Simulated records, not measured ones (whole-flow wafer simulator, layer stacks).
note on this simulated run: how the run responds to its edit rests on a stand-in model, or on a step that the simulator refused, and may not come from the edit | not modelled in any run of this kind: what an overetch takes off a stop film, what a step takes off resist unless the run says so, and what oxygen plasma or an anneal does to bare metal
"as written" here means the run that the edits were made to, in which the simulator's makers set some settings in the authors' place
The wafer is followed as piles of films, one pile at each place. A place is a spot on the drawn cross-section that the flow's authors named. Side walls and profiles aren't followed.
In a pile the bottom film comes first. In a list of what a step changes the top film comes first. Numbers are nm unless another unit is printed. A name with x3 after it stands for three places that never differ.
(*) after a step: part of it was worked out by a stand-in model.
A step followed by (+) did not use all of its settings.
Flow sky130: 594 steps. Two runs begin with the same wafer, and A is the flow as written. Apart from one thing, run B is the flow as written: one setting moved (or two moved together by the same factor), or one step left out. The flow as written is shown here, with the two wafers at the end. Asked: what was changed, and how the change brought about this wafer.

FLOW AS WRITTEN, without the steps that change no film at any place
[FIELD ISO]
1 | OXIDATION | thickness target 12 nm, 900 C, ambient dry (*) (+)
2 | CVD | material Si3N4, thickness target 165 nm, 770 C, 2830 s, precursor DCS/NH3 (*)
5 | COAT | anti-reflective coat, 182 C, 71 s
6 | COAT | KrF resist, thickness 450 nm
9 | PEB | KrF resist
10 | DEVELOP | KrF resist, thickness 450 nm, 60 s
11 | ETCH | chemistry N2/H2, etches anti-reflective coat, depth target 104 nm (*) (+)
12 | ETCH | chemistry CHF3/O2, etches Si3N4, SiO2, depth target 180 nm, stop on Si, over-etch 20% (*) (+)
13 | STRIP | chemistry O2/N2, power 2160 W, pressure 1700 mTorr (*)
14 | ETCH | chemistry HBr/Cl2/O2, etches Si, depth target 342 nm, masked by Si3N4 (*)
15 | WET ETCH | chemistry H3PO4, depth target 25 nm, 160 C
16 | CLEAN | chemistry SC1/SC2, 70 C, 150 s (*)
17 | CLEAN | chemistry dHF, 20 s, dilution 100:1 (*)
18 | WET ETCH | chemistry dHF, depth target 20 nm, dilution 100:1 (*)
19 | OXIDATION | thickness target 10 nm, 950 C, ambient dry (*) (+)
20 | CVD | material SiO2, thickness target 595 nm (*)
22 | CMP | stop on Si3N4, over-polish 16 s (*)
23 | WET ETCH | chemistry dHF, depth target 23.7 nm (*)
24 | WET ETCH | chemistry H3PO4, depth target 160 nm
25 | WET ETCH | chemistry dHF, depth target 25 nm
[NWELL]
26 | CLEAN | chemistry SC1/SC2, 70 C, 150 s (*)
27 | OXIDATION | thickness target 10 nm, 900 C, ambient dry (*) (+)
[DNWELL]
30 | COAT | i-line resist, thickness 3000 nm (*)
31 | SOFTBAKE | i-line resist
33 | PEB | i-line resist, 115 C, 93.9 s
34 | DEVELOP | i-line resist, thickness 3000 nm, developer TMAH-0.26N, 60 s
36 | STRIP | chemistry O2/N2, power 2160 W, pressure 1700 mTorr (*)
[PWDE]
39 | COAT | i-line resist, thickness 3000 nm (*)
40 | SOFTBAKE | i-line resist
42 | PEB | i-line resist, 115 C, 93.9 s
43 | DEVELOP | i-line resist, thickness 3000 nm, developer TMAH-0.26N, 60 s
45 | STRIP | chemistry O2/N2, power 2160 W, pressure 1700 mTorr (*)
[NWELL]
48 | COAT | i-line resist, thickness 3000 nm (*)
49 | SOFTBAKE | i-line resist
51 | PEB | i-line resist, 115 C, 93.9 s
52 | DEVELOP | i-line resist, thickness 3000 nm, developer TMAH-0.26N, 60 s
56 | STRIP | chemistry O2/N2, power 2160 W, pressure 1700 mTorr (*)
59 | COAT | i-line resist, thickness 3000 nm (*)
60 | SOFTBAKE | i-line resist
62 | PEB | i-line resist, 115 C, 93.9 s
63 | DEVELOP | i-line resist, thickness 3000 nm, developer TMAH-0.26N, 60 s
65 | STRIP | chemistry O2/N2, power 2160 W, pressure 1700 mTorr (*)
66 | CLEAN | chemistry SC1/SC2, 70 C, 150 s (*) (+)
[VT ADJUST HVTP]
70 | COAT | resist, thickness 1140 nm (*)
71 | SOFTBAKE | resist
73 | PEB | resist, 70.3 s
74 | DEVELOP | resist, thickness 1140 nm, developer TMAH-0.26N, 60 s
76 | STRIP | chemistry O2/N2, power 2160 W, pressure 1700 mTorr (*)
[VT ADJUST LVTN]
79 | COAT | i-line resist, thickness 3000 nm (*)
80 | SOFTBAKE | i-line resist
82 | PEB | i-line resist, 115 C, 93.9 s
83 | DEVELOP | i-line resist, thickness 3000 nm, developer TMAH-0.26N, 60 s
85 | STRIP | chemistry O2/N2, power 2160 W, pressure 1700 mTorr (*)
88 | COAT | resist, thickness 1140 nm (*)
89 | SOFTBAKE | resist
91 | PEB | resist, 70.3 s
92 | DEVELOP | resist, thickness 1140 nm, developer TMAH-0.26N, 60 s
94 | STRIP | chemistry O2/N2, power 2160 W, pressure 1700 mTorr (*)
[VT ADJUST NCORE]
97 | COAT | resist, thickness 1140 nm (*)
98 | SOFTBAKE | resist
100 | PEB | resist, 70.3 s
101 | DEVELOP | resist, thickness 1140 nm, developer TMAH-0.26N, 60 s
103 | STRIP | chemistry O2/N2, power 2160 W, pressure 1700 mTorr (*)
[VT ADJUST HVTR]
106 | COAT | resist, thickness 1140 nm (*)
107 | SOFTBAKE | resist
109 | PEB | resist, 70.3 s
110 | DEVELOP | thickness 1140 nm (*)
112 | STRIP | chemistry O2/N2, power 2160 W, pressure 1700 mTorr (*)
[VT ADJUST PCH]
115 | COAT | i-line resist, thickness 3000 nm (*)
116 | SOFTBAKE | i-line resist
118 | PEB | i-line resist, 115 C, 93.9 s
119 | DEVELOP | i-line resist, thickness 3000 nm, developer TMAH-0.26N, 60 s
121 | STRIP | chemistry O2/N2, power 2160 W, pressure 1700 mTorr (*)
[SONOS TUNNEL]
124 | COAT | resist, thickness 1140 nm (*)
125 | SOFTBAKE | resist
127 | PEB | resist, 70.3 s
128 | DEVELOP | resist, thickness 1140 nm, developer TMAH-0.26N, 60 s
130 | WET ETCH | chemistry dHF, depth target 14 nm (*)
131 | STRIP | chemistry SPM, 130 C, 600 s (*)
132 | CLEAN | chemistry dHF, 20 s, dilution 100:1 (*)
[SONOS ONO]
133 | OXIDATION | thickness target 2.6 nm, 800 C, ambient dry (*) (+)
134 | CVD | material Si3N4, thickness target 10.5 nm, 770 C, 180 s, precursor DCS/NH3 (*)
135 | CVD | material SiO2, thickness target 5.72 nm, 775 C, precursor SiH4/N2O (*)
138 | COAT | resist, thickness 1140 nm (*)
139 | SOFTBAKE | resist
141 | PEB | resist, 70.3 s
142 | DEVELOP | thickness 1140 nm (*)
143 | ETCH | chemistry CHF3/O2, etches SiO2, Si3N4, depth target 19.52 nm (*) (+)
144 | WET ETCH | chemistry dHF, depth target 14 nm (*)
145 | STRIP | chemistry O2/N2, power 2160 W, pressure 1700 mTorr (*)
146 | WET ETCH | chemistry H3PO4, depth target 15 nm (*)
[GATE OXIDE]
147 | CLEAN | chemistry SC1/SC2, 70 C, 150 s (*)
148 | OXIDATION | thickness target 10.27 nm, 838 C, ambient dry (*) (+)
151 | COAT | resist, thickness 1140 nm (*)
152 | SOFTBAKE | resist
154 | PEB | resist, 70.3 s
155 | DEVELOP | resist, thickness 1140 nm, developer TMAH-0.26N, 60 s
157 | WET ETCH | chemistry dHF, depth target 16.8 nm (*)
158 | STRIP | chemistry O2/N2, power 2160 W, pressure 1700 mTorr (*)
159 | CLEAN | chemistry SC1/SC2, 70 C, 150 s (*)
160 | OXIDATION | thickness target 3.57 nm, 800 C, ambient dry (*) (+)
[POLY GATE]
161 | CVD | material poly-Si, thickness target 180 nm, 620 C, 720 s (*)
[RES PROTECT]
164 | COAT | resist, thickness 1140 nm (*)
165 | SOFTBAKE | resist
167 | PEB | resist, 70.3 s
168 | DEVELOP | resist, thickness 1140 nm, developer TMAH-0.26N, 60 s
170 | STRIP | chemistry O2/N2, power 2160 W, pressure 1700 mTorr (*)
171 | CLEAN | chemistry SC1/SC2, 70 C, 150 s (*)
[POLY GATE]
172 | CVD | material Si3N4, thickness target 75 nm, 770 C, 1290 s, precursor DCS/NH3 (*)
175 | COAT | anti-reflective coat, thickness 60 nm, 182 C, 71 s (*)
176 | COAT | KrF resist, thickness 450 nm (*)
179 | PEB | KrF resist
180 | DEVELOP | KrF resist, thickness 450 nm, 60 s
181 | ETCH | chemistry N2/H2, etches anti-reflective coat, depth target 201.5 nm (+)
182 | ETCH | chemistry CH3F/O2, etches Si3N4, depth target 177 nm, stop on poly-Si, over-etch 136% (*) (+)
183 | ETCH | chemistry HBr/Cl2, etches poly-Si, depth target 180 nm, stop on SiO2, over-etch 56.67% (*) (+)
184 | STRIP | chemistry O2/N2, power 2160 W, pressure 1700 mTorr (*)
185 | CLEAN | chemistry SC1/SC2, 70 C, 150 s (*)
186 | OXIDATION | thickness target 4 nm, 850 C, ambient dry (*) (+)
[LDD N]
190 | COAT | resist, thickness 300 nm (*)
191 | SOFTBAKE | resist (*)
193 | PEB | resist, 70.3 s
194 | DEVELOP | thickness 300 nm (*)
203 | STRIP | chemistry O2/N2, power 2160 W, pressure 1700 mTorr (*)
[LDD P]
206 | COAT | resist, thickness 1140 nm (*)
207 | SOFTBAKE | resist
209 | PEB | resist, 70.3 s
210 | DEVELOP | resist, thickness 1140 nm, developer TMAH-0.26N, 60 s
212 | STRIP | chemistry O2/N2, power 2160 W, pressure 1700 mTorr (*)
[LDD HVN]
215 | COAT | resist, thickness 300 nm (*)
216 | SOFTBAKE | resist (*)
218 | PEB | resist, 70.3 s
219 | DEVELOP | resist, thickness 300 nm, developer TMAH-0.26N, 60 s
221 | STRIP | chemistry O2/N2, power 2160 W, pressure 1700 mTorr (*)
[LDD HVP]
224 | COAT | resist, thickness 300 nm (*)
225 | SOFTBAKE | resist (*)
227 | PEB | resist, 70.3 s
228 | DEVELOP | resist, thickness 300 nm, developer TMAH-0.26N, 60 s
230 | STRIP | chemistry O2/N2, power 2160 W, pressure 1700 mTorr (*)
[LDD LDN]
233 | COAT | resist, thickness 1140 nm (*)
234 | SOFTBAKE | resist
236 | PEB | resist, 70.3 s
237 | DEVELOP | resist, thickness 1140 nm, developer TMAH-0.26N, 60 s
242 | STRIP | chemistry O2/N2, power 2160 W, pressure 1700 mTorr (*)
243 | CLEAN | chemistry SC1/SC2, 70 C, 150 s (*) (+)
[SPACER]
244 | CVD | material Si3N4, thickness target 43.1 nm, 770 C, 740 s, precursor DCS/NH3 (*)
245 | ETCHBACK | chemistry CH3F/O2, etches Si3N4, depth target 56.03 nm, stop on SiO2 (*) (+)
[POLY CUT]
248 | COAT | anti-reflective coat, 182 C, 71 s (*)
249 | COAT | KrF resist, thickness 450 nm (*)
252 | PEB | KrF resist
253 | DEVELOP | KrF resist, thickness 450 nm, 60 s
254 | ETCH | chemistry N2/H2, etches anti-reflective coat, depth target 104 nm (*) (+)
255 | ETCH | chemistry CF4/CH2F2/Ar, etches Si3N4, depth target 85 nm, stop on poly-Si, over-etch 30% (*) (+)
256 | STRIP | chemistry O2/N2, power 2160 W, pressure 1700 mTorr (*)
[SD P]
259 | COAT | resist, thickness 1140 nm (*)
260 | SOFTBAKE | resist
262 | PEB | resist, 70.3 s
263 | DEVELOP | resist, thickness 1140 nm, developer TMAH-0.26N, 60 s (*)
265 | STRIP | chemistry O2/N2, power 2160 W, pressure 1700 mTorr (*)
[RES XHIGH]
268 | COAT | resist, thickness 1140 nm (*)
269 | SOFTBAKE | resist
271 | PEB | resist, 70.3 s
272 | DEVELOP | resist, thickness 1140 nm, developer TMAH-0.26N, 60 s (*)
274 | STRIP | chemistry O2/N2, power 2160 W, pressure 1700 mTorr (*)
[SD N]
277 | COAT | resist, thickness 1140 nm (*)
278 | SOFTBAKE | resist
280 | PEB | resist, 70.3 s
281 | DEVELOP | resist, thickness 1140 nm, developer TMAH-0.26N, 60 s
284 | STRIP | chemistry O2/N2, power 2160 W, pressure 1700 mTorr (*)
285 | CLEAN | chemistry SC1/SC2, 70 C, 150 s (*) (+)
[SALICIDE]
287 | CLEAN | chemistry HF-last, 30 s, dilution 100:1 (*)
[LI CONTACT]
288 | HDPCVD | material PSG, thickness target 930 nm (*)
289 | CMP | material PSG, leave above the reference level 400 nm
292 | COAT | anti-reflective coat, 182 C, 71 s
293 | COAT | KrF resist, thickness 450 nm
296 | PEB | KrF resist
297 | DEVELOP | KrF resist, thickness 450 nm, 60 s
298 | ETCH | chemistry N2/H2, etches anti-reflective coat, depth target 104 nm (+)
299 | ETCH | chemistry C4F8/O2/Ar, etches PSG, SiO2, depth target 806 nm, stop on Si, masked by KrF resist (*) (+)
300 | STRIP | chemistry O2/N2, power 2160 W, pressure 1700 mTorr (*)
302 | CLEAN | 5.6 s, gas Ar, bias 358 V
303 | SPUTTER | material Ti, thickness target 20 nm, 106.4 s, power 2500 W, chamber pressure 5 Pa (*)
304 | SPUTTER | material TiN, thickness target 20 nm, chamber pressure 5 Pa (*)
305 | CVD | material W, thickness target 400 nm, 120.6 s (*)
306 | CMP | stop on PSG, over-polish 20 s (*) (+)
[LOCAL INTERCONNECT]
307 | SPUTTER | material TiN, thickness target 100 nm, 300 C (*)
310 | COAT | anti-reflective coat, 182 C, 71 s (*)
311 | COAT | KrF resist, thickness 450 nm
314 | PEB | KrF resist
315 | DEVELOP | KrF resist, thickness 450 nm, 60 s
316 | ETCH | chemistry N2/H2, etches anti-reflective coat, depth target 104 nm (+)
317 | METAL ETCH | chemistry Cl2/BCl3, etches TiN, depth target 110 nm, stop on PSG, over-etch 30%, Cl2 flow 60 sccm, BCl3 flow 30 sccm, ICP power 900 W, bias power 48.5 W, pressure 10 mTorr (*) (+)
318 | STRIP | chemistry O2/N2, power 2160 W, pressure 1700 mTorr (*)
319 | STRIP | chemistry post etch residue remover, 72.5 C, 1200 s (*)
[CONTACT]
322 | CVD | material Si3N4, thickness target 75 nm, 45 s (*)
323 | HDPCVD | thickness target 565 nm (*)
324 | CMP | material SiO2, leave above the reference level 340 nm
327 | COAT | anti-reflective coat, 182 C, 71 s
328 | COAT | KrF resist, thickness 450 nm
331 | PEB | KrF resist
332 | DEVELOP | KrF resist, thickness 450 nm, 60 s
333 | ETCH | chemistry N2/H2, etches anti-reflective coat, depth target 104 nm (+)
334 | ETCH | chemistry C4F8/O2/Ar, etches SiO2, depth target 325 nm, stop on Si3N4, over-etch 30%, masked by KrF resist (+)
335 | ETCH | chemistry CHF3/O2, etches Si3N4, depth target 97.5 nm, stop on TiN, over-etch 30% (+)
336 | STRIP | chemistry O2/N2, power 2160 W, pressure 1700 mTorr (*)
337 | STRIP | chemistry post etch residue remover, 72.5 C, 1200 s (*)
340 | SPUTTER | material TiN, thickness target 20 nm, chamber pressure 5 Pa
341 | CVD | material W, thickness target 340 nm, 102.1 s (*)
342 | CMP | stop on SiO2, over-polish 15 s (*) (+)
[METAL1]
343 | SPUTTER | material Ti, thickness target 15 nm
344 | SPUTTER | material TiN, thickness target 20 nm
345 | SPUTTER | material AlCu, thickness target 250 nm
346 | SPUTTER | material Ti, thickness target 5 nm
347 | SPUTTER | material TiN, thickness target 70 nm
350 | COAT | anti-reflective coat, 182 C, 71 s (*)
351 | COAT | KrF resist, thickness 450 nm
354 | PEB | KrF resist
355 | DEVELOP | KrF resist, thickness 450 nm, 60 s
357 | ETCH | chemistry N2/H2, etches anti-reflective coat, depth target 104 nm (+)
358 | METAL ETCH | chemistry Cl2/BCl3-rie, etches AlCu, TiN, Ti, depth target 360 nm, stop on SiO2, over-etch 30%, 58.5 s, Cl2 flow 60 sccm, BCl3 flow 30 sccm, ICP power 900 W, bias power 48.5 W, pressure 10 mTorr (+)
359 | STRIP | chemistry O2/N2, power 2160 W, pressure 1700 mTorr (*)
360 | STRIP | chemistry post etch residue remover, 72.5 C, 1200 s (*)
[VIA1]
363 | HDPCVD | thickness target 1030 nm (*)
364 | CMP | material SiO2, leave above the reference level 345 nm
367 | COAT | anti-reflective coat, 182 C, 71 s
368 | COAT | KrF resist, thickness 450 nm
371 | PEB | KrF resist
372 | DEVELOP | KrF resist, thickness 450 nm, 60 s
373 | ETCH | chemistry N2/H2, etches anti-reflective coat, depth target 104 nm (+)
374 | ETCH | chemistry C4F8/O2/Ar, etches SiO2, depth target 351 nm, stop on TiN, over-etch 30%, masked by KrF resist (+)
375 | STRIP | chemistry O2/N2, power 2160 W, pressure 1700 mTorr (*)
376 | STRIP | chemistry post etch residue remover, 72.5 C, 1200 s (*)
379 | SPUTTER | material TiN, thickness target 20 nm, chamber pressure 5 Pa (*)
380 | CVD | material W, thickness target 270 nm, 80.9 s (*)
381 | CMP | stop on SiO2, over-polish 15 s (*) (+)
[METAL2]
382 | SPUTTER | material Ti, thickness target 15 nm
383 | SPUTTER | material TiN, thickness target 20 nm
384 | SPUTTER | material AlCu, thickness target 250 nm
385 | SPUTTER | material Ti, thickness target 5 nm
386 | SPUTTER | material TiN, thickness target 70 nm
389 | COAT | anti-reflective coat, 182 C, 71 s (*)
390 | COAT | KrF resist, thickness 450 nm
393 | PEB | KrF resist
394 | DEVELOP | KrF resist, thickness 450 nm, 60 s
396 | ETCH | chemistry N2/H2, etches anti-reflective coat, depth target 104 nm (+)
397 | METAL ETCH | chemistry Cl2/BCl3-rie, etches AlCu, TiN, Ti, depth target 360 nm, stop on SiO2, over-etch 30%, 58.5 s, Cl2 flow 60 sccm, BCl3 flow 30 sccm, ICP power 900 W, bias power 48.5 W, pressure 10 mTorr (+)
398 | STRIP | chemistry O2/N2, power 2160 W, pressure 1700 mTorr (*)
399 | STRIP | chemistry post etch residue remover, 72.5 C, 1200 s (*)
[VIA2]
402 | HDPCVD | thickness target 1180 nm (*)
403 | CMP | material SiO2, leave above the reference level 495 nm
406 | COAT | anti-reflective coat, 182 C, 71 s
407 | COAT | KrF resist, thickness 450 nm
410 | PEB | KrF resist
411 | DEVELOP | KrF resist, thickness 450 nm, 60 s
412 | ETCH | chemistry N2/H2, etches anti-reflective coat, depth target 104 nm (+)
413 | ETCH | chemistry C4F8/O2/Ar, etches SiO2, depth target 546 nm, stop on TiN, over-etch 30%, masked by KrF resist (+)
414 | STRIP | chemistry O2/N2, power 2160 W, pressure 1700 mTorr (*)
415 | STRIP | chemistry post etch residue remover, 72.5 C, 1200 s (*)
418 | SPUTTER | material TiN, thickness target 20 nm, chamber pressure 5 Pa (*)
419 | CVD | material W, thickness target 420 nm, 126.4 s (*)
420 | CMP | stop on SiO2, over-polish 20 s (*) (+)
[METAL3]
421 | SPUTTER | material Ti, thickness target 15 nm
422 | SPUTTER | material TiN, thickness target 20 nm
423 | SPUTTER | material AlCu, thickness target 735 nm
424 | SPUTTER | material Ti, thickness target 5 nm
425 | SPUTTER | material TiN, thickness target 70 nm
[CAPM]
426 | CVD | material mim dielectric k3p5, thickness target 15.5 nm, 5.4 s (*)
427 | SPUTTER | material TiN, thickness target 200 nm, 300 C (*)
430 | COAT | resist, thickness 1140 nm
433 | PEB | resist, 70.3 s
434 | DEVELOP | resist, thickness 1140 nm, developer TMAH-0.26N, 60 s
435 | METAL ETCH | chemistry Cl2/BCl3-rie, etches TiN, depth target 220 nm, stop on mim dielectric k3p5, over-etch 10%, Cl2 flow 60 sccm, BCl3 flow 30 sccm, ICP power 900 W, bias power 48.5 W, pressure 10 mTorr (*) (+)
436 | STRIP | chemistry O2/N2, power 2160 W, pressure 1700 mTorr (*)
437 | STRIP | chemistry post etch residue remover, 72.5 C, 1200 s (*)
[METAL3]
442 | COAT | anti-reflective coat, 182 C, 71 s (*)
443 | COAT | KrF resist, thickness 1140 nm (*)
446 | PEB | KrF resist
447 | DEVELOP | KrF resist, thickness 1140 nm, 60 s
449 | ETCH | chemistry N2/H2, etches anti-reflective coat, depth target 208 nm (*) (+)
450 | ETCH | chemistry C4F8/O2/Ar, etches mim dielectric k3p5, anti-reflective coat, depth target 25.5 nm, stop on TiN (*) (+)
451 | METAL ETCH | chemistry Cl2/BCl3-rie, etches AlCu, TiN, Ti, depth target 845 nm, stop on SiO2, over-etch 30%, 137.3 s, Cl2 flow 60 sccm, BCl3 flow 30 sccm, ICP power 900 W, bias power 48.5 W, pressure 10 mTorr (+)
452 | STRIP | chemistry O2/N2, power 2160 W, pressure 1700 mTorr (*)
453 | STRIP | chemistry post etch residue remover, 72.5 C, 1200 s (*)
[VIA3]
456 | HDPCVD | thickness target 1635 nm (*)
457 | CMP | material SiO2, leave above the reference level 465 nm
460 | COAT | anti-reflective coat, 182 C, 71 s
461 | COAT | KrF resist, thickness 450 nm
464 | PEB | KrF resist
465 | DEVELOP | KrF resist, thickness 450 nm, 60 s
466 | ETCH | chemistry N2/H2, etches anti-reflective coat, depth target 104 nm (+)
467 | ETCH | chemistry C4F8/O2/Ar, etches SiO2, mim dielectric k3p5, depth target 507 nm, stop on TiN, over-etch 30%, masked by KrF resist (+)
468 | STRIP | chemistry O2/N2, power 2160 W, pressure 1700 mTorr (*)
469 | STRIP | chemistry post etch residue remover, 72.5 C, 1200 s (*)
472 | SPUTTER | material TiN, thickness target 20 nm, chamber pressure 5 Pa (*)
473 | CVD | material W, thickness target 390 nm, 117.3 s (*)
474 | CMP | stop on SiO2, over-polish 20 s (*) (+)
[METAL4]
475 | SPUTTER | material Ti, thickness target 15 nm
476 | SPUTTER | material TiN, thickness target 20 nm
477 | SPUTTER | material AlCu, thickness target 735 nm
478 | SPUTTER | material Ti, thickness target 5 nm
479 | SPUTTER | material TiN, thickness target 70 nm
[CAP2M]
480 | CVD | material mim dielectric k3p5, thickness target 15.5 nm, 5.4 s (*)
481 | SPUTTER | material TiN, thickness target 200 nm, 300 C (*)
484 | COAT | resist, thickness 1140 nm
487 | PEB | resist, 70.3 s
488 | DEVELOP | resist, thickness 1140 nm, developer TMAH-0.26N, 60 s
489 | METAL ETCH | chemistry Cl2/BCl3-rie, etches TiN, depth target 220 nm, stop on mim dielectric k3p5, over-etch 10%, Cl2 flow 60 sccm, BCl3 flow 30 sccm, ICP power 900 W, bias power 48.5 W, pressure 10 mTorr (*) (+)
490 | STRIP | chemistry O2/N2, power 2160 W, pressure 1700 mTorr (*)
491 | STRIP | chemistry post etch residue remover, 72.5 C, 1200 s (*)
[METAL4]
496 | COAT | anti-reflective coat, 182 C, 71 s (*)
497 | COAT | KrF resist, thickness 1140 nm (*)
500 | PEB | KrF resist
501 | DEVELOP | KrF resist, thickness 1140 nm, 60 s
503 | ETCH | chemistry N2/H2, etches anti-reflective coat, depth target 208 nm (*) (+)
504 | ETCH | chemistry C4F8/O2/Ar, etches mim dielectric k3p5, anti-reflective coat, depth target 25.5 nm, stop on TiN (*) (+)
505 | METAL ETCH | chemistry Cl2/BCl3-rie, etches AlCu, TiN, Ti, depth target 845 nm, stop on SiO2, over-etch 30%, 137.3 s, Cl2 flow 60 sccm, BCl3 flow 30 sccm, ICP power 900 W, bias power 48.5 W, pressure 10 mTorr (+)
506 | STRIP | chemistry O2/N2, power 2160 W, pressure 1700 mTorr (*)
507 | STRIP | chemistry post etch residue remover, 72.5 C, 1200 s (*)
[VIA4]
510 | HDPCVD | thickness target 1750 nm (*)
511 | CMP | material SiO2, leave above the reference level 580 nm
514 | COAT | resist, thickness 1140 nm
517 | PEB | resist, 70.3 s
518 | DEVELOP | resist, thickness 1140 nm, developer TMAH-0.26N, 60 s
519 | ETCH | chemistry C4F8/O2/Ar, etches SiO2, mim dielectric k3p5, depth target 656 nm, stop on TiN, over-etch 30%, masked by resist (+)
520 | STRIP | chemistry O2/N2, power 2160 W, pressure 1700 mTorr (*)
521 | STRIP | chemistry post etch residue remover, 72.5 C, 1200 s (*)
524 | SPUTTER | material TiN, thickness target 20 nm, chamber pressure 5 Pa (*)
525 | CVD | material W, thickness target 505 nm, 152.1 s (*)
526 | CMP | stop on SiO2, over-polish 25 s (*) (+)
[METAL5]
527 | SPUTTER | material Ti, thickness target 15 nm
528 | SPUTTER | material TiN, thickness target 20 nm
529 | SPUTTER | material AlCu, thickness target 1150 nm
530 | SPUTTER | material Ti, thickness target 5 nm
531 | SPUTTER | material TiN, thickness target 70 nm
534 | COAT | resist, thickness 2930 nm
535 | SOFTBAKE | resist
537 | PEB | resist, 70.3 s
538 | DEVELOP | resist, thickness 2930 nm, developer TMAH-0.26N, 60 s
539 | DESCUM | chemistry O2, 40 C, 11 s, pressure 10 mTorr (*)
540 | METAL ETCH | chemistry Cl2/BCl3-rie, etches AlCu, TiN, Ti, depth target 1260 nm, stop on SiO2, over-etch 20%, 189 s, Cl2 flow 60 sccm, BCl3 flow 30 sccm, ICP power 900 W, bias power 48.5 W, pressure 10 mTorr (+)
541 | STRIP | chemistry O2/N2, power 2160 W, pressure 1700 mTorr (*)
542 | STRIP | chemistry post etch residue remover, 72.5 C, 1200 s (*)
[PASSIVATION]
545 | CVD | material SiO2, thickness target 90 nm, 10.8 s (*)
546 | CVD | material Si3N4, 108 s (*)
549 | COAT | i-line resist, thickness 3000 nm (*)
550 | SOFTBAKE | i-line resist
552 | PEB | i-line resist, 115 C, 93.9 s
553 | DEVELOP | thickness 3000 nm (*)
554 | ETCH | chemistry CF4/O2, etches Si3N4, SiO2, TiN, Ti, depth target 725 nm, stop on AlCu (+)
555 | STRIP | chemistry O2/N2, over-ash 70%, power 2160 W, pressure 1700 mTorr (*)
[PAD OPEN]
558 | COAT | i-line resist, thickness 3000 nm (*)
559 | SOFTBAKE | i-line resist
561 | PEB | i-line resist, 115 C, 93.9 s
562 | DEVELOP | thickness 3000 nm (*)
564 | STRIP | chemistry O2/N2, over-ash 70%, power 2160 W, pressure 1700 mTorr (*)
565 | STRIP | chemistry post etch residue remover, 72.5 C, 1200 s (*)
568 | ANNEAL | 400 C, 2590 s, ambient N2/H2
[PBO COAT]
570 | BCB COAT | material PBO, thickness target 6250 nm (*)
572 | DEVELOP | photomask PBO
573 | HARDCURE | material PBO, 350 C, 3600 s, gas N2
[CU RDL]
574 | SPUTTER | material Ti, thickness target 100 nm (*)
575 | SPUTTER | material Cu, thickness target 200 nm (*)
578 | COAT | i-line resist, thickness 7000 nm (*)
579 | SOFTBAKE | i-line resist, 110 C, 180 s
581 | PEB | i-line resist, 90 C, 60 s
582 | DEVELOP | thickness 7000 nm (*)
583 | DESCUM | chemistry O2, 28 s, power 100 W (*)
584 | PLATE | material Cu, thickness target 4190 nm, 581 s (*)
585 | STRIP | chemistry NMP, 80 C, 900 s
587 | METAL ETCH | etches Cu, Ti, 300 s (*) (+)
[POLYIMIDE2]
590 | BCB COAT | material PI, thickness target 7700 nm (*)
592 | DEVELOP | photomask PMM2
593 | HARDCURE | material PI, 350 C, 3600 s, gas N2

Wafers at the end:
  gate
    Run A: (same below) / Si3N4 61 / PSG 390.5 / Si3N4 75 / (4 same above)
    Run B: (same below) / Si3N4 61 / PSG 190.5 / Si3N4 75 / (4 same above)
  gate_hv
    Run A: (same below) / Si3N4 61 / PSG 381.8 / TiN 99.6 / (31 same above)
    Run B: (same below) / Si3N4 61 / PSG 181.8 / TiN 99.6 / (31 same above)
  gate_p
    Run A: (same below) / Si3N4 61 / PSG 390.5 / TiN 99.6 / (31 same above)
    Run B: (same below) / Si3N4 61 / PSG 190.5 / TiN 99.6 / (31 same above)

Cause: step 289, CMP: leave above the reference level 200 nm was run, while the flow as written has leave above the reference level 400 nm.

How this came from the change, step by step:
  289 | CMP | material PSG, leave above the reference level 400 nm
      gate, spacer, gate_p and 34 more: A PSG loses 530 | B PSG loses 730
      mim, vpp_sp, vpp_ln and 30 more: A PSG loses 333.9 | B PSG loses 533.9
      (and at 122 other places as well)
  299 | ETCH | chemistry C4F8/O2/Ar, etches PSG, SiO2, depth target 806 nm, stop on Si, masked by KrF resist (*) (+)
      field, active, n_well and 184 more: A KrF resist loses 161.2 | B KrF resist loses 133.4
      contact, ndiff_licon, ndiff_licon_cpp: A PSG loses 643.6 (all of it), SiO2 loses 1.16 (all of it) | B PSG loses 443.6 (all of it), SiO2 loses 1.16 (all of it)
      (and at 2 other places as well)
  300 | STRIP | chemistry O2/N2, power 2160 W, pressure 1700 mTorr (*)
      field, active, n_well and 184 more: A KrF resist loses 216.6 (all of it), anti-reflective coat loses 80 (all of it) | B KrF resist loses 244.4 (all of it), anti-reflective coat loses 80 (all of it)
  303 | SPUTTER | material Ti, thickness target 20 nm, 106.4 s, power 2500 W, chamber pressure 5 Pa (*)
      ndiff_licon: A Ti gains 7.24 (new film) | B Ti gains 9.91 (new film)
      ndiff_licon_cpp: A Ti gains 6.53 (new film) | B Ti gains 8.93 (new film)
      (and at 1 other place as well)
  304 | SPUTTER | material TiN, thickness target 20 nm, chamber pressure 5 Pa (*)
      ndiff_licon: A TiN gains 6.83 (new film) | B TiN gains 9.48 (new film)
      ndiff_licon_cpp: A TiN gains 6.17 (new film) | B TiN gains 8.57 (new film)
      (and at 1 other place as well)
  305 | CVD | material W, thickness target 400 nm, 120.6 s (*)
      ndiff_licon: A W gains 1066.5 (new film) | B W gains 861.2 (new film)
      ndiff_licon_cpp: A W gains 1067.9 (new film) | B W gains 863.1 (new film)
      (and at 1 other place as well)
  306 | CMP | stop on PSG, over-polish 20 s (*) (+)
      poly_licon: A W loses 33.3 | B W loses 233.3
